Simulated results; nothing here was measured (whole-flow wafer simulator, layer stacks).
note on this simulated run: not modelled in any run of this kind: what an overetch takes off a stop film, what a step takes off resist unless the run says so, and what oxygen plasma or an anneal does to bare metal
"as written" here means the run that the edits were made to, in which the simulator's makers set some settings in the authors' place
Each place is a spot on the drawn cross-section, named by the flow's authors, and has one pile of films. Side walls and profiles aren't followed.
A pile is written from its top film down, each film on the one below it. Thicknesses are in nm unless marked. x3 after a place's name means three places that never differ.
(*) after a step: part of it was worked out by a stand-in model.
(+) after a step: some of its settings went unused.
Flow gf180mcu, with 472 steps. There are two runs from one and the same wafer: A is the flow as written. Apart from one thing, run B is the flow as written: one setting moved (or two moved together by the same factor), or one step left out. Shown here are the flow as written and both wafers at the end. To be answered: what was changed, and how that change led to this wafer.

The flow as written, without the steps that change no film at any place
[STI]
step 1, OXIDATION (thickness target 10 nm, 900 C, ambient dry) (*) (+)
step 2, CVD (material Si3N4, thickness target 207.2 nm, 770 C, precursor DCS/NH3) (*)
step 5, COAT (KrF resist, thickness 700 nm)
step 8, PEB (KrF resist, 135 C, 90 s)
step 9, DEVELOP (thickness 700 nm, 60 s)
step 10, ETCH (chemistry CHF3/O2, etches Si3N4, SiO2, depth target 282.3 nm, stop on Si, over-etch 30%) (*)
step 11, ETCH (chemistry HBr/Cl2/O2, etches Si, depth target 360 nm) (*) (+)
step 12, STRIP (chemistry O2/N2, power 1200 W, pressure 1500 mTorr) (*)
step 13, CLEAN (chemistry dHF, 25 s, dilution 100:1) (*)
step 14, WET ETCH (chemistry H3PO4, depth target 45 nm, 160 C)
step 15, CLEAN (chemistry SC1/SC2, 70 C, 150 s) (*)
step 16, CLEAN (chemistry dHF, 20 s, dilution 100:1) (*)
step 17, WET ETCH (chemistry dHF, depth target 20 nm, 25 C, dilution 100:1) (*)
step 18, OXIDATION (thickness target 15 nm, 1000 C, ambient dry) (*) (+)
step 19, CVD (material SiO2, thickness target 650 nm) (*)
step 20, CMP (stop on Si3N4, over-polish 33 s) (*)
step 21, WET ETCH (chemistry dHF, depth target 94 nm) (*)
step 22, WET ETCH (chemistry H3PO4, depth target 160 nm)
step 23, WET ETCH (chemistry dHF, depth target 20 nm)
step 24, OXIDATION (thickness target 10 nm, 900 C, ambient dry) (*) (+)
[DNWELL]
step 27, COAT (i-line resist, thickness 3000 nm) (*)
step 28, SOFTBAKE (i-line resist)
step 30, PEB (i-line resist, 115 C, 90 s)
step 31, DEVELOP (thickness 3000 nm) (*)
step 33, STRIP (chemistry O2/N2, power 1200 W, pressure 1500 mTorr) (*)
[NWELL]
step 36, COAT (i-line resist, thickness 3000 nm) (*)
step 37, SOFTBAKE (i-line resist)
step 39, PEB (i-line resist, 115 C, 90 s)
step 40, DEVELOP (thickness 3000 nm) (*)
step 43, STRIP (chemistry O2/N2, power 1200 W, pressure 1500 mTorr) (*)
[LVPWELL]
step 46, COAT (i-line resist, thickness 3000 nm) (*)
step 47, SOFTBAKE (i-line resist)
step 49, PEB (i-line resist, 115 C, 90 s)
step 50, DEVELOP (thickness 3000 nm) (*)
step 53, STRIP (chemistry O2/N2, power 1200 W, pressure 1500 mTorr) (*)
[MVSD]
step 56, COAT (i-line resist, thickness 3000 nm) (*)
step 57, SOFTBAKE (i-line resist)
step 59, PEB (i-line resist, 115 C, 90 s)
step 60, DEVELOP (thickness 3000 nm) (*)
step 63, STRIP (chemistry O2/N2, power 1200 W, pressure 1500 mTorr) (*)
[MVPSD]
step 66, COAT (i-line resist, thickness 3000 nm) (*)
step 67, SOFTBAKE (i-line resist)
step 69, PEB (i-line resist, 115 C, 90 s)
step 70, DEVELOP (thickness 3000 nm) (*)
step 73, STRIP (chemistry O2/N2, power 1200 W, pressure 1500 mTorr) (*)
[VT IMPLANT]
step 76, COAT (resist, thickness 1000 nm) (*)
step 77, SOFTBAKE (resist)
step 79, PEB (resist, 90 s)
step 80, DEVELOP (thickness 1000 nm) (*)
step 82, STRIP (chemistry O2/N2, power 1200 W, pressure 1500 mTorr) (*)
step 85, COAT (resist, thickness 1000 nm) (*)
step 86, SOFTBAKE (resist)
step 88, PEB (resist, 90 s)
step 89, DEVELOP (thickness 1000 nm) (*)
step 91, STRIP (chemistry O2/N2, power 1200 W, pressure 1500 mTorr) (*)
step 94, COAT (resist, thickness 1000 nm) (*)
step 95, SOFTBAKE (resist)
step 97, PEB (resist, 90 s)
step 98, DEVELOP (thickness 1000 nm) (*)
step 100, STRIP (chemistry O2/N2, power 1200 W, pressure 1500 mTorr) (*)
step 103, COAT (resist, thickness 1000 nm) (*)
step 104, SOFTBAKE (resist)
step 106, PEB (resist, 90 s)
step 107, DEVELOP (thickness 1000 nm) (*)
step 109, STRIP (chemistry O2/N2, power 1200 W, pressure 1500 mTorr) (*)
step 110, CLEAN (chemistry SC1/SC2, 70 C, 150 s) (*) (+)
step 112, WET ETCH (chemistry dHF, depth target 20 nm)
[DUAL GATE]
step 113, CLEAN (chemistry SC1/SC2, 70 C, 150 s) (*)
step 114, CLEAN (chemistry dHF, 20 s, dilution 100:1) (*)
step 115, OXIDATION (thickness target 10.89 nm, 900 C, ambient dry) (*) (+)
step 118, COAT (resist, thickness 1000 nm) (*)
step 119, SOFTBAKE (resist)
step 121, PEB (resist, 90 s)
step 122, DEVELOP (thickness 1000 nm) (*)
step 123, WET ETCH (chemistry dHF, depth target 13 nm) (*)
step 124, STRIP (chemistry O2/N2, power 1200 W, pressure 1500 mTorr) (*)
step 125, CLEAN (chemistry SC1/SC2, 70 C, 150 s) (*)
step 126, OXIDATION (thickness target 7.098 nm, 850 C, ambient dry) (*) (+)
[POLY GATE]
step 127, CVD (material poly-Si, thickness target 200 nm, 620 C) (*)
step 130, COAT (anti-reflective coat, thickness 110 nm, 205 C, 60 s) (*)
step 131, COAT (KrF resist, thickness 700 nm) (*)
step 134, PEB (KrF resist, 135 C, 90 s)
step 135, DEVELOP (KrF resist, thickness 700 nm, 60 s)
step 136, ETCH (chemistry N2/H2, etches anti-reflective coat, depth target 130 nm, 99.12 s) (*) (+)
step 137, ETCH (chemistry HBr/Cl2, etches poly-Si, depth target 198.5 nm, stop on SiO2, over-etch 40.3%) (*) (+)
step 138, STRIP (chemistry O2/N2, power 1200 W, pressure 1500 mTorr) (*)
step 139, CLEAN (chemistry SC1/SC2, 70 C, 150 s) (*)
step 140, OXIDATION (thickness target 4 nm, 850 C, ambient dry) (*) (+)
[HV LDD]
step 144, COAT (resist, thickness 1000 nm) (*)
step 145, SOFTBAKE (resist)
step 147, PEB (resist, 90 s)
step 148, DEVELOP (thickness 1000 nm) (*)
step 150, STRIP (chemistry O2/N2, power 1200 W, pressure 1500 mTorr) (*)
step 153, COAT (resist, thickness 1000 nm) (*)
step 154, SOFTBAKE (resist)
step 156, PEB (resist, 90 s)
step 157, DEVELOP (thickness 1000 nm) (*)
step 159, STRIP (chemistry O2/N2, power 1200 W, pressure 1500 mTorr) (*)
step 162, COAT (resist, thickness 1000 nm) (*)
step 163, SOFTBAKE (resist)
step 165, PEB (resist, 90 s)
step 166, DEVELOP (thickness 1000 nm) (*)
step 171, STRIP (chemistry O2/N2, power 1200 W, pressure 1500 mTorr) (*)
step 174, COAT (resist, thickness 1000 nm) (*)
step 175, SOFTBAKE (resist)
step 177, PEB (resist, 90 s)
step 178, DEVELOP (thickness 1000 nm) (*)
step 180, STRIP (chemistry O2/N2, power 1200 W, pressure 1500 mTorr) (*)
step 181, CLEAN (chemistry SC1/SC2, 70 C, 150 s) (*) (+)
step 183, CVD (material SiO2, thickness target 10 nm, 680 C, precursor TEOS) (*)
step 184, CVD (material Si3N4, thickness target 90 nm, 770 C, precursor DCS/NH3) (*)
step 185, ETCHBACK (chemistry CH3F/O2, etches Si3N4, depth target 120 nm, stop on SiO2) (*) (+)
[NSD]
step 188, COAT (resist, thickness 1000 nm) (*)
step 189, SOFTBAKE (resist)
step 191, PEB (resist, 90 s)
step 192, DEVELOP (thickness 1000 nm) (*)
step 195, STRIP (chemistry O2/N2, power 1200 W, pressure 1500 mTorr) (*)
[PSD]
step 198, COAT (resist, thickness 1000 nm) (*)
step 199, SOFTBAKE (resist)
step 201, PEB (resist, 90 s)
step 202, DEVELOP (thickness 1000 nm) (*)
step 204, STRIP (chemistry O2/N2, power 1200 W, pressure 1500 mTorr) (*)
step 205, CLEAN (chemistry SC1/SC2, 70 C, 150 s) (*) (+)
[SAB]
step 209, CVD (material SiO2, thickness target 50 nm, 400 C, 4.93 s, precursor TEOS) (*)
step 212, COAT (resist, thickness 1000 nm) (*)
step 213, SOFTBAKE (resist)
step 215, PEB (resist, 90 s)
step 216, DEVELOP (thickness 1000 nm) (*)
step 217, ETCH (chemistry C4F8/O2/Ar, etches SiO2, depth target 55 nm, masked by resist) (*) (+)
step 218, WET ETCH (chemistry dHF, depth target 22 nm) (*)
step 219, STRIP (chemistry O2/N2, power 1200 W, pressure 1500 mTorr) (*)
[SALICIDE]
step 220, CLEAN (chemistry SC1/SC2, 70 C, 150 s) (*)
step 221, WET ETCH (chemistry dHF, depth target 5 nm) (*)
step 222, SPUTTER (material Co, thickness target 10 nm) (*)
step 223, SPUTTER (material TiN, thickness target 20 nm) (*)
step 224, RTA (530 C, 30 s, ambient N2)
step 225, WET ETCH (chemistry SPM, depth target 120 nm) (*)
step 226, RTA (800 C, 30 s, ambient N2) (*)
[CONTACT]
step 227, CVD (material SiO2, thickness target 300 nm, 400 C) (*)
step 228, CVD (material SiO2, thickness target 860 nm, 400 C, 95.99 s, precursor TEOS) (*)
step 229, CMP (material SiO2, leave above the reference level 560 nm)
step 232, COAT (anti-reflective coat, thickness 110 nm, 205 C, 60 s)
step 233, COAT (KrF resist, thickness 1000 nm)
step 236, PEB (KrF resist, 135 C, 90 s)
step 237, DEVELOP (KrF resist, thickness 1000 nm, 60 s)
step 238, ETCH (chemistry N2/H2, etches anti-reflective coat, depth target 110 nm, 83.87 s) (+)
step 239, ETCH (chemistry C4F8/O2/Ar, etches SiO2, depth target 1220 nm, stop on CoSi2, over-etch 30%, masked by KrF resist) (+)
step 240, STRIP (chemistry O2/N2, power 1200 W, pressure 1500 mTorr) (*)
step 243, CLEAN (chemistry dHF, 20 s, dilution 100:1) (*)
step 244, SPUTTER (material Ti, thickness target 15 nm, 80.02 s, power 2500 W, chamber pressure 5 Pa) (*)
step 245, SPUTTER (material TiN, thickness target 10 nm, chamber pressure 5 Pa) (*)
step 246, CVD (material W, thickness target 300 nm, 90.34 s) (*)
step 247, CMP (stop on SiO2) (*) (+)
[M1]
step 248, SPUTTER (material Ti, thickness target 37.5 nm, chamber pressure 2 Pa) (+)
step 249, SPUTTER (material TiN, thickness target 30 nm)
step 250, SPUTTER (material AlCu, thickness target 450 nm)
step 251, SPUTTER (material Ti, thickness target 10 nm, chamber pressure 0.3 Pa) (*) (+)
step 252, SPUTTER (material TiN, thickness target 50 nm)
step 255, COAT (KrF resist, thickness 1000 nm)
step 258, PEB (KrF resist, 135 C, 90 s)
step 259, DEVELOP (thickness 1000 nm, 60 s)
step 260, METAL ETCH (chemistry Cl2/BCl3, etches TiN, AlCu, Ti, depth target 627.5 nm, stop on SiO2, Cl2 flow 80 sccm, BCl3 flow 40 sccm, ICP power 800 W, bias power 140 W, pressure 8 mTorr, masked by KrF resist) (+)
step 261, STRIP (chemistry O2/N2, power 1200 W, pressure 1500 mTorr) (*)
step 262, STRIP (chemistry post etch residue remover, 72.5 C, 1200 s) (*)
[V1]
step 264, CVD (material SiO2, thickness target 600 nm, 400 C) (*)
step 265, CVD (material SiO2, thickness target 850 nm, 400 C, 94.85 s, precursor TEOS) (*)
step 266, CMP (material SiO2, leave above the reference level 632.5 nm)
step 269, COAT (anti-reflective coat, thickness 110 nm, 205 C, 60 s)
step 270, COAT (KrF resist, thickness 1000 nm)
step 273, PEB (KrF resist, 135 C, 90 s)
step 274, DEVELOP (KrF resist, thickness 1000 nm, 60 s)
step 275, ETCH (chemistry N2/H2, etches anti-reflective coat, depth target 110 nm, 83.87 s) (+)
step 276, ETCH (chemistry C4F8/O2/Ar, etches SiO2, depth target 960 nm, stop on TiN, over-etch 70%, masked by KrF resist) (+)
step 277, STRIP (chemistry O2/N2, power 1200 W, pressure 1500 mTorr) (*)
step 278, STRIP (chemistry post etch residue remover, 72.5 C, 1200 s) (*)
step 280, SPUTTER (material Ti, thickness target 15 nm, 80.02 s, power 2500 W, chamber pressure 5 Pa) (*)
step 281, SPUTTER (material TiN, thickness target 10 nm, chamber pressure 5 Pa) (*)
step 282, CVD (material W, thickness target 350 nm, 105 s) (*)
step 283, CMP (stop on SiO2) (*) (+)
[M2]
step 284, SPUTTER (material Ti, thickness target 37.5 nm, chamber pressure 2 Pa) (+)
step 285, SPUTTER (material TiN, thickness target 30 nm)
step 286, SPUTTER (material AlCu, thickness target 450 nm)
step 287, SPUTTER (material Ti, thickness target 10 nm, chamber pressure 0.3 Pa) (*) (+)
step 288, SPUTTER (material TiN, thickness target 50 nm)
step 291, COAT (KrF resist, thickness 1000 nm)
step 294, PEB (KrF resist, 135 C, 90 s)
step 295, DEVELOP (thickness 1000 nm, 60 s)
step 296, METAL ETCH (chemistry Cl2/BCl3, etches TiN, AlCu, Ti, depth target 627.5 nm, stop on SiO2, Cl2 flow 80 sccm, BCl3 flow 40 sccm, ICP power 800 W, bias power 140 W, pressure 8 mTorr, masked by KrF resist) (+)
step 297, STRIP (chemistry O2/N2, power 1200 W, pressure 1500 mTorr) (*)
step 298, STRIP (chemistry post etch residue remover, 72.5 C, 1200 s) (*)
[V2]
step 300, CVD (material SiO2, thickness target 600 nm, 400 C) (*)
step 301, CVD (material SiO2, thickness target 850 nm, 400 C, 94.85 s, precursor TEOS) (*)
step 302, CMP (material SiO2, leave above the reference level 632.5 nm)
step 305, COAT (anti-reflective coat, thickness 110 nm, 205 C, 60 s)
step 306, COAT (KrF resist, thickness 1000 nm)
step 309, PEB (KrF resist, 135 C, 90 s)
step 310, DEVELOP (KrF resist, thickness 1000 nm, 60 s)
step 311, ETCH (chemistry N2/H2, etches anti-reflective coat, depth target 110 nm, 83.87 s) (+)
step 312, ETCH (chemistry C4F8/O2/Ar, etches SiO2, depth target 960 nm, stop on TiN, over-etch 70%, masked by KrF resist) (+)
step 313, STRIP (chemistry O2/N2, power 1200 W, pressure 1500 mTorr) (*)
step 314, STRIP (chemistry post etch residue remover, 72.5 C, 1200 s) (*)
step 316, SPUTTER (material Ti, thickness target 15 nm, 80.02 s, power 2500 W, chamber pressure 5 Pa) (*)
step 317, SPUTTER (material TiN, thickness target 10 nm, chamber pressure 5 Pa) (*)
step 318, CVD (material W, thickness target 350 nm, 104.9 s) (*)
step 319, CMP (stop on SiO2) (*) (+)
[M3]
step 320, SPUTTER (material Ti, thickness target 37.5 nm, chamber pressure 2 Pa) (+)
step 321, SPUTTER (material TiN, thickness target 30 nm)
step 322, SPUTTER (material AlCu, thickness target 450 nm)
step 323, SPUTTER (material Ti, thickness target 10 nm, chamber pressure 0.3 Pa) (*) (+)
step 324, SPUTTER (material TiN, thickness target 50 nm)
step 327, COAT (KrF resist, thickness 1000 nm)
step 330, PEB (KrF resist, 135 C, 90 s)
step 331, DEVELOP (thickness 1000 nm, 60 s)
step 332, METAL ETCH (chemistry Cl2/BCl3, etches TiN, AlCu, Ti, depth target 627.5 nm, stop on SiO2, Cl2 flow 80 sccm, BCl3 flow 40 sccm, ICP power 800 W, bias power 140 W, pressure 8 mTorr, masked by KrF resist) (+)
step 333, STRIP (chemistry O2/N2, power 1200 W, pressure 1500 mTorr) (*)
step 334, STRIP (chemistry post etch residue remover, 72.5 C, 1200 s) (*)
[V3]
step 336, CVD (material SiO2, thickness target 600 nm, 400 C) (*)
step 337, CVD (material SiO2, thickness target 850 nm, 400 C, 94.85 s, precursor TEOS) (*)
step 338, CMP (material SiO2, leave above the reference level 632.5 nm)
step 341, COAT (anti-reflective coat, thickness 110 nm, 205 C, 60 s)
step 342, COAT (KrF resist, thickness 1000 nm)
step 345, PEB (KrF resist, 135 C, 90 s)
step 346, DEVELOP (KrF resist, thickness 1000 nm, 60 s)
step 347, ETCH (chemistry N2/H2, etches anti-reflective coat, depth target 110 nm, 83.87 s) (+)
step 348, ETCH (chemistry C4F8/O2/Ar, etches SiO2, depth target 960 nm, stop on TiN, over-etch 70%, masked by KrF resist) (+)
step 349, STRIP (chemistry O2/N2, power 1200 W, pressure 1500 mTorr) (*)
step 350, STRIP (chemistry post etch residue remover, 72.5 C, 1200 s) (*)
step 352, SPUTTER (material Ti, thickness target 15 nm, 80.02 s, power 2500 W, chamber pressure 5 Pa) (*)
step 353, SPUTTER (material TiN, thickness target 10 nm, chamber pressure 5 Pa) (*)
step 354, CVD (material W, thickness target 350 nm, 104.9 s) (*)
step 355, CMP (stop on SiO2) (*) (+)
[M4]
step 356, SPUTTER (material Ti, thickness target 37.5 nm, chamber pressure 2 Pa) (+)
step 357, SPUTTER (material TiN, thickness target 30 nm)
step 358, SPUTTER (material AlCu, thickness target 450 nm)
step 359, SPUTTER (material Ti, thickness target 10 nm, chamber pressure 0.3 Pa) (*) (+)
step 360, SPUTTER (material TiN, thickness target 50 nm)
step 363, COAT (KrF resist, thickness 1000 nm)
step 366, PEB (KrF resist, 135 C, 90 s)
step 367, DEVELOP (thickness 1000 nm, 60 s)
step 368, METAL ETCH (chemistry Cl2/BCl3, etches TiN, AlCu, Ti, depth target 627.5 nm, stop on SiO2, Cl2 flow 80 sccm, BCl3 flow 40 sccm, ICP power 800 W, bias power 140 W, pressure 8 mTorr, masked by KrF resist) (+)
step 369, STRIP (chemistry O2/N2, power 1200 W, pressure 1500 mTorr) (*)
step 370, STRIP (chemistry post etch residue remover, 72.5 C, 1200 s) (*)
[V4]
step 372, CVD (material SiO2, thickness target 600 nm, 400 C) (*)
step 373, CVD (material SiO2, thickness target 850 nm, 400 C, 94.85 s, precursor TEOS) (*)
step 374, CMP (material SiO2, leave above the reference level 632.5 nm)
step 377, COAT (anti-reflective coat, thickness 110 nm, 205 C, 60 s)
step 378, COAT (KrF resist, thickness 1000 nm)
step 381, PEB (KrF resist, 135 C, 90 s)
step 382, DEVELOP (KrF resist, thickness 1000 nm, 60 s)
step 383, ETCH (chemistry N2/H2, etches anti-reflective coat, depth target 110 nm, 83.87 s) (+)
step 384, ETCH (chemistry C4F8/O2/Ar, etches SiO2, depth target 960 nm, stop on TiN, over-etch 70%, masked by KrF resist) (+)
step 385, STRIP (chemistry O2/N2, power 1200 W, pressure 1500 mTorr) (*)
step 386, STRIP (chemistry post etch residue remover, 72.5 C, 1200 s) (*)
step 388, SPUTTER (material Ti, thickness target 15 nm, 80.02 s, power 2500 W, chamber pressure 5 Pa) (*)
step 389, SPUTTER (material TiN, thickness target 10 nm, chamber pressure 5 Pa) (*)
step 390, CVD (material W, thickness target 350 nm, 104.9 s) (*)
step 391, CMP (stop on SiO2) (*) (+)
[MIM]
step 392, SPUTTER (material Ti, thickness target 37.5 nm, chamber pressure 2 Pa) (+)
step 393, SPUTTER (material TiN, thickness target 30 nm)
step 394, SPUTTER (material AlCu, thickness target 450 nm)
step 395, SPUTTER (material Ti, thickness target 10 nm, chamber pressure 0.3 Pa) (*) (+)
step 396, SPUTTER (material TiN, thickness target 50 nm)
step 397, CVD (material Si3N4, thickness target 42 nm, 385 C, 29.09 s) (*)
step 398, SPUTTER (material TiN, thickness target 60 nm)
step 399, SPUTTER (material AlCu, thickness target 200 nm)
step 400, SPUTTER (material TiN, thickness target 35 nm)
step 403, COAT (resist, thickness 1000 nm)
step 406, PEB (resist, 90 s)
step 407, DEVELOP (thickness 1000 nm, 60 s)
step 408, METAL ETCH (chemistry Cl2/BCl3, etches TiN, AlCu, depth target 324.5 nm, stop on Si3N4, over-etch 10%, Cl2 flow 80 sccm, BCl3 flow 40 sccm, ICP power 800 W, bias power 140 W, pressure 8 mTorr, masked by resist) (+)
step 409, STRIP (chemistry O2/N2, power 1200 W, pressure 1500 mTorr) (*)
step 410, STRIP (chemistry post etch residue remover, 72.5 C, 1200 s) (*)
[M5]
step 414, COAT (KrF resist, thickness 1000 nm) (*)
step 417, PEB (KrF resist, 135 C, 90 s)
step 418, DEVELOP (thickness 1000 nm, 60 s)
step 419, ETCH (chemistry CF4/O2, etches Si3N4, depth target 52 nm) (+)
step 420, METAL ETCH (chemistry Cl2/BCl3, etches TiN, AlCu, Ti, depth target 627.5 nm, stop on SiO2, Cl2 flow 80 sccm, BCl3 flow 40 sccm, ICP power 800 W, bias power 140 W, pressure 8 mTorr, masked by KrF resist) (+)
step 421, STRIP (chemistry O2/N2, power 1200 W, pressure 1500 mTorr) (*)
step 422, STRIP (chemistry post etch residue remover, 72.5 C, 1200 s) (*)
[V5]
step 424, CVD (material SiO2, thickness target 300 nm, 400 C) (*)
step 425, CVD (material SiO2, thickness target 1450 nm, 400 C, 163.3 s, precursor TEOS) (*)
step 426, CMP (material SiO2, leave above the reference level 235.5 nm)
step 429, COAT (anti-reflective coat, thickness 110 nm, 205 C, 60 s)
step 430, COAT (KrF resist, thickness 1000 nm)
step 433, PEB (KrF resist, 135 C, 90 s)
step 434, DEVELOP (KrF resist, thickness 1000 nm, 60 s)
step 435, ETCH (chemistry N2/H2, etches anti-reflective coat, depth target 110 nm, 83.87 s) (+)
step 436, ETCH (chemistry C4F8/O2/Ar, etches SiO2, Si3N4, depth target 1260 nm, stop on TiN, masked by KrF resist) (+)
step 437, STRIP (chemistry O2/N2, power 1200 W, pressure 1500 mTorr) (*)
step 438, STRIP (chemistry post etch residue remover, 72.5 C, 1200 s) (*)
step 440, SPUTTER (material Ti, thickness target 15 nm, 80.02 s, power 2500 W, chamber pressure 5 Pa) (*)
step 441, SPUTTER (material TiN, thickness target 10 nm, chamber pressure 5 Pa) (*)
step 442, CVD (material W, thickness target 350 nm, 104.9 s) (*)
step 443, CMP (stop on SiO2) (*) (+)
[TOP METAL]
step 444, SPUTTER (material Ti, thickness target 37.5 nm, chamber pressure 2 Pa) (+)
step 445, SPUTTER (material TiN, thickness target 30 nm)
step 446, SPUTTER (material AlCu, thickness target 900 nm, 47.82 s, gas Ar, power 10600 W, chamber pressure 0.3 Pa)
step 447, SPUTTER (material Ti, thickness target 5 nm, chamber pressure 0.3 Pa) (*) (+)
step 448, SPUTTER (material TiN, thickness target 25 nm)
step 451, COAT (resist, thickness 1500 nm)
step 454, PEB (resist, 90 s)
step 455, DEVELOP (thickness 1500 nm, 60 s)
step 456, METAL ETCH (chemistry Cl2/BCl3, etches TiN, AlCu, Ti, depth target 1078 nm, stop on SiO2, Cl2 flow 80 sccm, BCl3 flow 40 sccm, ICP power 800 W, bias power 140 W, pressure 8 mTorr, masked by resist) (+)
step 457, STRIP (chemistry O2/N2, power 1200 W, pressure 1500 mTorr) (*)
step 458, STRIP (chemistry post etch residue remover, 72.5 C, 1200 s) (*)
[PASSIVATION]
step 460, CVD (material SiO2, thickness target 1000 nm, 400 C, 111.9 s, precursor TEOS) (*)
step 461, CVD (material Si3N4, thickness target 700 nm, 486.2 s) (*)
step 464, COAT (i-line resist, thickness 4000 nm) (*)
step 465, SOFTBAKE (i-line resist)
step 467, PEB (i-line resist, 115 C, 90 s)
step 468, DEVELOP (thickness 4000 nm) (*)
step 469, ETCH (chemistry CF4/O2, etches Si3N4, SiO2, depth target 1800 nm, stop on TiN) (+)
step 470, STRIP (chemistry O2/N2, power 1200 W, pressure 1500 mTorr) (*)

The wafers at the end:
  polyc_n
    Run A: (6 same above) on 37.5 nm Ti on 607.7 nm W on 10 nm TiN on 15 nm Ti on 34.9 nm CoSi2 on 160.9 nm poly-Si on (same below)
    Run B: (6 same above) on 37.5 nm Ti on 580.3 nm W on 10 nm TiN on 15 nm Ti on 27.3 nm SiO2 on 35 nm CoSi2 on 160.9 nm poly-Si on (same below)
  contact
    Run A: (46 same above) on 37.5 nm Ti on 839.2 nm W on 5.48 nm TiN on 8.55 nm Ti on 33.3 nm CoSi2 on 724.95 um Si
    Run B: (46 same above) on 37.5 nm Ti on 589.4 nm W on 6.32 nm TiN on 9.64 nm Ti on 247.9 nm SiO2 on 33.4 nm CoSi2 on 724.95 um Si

What caused this: step 239, ETCH: depth target 610 nm was run, while the flow as written has depth target 1220 nm.

Step by step, how the change led to this:
  step 239, ETCH (chemistry C4F8/O2/Ar, etches SiO2, depth target 1220 nm, stop on CoSi2, over-etch 30%, masked by KrF resist) (+)
      polyc_n, polyc_p: A -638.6 SiO2 (all of it) | B -610 SiO2
      contact: A -859.2 SiO2 (all of it) | B -610 SiO2
      (also at 108 further places)
  step 240, STRIP (chemistry O2/N2, power 1200 W, pressure 1500 mTorr) (*)
      field, field__w1, field__w2 and 105 more: A -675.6 KrF resist (all of it), -110 anti-reflective coat (all of it) | B -776.9 KrF resist (all of it), -110 anti-reflective coat (all of it)
  step 243, CLEAN (chemistry dHF, 20 s, dilution 100:1) (*)
      contact, polyc_n, polyc_p: A -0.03 CoSi2 | B -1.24 SiO2
  step 244, SPUTTER (material Ti, thickness target 15 nm, 80.02 s, power 2500 W, chamber pressure 5 Pa) (*)
      contact: A +8.55 Ti (new film) | B +9.64 Ti (new film)
  step 245, SPUTTER (material TiN, thickness target 10 nm, chamber pressure 5 Pa) (*)
      contact: A +5.48 TiN (new film) | B +6.32 TiN (new film)
  step 246, CVD (material W, thickness target 300 nm, 90.34 s) (*)
      polyc_n, polyc_p: A +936 W (new film) | B +908.6 W (new film)
      contact: A +1167.5 W (new film) | B +917.6 W (new film)
If metal films that touch count as one body, polyc_n has 2 bodies (between them, from the top down: SiO2 27.3); the flow as written gives 1 body.
If metal films that touch count as one body, contact has 2 bodies (between them, from the top down: SiO2 247.9); the flow as written gives 1 body.
